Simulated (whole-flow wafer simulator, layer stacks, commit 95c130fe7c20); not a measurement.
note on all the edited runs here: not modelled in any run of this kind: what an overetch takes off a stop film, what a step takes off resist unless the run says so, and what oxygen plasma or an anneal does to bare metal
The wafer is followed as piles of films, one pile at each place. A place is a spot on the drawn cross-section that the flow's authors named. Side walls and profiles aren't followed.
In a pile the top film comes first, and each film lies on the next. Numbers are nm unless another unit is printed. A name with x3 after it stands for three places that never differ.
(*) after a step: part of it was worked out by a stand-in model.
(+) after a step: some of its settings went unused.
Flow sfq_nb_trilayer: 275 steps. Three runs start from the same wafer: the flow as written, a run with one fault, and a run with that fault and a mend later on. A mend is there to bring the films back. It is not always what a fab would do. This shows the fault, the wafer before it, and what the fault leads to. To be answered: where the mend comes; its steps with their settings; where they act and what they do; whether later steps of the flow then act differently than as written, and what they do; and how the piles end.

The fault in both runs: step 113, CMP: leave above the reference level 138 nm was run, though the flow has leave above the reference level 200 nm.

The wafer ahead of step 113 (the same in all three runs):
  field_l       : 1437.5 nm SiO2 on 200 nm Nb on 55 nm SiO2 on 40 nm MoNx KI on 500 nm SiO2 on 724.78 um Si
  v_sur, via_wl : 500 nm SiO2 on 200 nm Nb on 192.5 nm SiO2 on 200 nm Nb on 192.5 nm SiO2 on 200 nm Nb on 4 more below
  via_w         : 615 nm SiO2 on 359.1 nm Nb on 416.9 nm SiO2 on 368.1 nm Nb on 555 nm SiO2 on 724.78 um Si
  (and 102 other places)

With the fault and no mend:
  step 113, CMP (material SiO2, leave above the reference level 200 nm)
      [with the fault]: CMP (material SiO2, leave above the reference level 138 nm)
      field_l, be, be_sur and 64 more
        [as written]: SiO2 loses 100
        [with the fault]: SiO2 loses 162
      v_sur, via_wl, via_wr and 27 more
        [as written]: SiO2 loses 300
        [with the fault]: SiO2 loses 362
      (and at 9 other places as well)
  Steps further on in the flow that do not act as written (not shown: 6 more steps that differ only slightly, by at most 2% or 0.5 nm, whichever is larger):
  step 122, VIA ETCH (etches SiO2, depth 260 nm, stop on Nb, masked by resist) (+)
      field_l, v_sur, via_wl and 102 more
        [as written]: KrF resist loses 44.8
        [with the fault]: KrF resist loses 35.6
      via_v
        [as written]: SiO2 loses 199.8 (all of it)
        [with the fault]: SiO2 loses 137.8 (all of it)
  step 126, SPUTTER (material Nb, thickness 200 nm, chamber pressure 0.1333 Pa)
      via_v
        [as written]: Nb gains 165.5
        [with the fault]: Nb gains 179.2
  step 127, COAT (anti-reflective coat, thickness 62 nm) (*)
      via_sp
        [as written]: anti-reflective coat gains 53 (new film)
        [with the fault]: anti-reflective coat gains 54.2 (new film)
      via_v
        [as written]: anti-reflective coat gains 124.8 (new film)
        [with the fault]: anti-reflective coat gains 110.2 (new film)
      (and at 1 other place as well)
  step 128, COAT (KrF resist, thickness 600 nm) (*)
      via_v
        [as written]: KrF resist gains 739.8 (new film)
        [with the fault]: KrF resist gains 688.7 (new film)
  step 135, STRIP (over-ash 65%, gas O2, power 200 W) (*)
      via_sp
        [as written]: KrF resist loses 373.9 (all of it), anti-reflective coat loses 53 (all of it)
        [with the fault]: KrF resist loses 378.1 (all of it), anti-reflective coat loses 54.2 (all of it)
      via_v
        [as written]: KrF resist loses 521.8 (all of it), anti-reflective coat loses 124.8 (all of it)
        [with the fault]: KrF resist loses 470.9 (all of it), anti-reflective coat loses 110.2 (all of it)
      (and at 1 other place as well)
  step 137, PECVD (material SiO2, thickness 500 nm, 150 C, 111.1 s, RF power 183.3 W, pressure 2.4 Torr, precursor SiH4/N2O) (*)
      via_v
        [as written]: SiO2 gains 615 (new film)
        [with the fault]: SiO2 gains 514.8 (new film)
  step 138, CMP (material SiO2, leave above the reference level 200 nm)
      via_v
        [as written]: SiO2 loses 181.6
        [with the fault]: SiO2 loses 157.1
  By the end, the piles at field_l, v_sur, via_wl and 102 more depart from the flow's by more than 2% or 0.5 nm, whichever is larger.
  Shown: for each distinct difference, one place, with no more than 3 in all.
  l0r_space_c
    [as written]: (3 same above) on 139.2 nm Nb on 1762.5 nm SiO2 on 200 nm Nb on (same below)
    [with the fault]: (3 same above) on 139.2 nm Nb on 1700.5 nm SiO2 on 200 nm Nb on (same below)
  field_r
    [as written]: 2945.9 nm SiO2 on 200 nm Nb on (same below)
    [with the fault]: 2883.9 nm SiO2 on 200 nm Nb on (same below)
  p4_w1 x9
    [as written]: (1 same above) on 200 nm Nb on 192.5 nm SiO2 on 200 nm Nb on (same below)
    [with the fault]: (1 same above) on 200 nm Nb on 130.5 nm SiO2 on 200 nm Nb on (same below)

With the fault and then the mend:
  The mend stands after step 114.
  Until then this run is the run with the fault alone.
  step 114a, PECVD (material SiO2, thickness 62 nm, 150 C, 13.78 s, RF power 183.3 W, pressure 2.4 Torr, precursor SiH4/N2O) (a further turn of the flow's step 112, with different settings)
      field_l, v_sur, via_wl and 103 more
        SiO2 gains 62
  None of the later steps of the flow acts differently than as written at any place that is followed.
  At every place that both follow, the piles at the end match the flow's.
